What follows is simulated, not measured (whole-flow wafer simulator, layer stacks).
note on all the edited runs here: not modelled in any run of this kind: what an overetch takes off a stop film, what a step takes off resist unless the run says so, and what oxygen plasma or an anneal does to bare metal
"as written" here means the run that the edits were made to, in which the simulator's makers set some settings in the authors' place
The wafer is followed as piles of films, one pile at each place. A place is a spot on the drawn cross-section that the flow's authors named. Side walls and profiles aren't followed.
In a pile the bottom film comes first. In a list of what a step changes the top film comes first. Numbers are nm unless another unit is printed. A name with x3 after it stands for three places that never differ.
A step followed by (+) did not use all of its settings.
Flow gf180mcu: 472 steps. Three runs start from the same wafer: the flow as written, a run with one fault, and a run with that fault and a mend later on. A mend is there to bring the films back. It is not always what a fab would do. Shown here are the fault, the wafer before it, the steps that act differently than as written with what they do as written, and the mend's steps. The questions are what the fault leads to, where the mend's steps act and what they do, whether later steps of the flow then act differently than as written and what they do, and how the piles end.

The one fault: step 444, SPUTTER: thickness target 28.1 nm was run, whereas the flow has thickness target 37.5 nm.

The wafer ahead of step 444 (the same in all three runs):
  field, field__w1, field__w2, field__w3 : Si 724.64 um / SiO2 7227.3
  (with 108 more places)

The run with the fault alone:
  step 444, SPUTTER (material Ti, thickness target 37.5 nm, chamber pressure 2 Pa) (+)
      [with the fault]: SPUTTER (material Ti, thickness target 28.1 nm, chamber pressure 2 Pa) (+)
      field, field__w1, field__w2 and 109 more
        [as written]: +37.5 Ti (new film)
        [with the fault]: +28.1 Ti (new film)
  Steps later in the flow that act otherwise than as written (5 other steps are not shown; they differ only slightly, by no more than 2% or 0.5 nm, whichever is larger):
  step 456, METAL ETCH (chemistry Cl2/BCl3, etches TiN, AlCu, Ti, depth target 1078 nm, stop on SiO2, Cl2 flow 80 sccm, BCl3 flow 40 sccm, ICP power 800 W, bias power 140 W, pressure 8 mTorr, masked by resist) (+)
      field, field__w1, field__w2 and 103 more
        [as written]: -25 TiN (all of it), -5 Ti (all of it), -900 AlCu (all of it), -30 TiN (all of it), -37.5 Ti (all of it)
        [with the fault]: -25 TiN (all of it), -5 Ti (all of it), -900 AlCu (all of it), -30 TiN (all of it), -28.1 Ti (all of it)
  By the end, the piles at field__w8, contact, m1, m1__w1, pad, m1_nw depart from the flow's by more than 2% or 0.5 nm, whichever is larger.
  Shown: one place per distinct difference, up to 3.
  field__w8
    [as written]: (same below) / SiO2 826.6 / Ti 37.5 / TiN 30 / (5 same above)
    [with the fault]: (same below) / SiO2 826.6 / Ti 28.1 / TiN 30 / (5 same above)
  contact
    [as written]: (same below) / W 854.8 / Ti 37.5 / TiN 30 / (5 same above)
    [with the fault]: (same below) / W 854.8 / Ti 28.1 / TiN 30 / (5 same above)
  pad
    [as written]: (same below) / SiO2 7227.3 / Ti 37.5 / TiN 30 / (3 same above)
    [with the fault]: (same below) / SiO2 7227.3 / Ti 28.1 / TiN 30 / (3 same above)

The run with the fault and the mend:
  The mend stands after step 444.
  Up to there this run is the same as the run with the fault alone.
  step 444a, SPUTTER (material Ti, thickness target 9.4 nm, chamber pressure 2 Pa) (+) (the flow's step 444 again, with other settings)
      field, field__w1, field__w2 and 109 more
        +9.4 Ti
  Later steps of the flow that are run all act as written at every place that is followed.
  At every place that both follow, the piles at the end match the flow's.
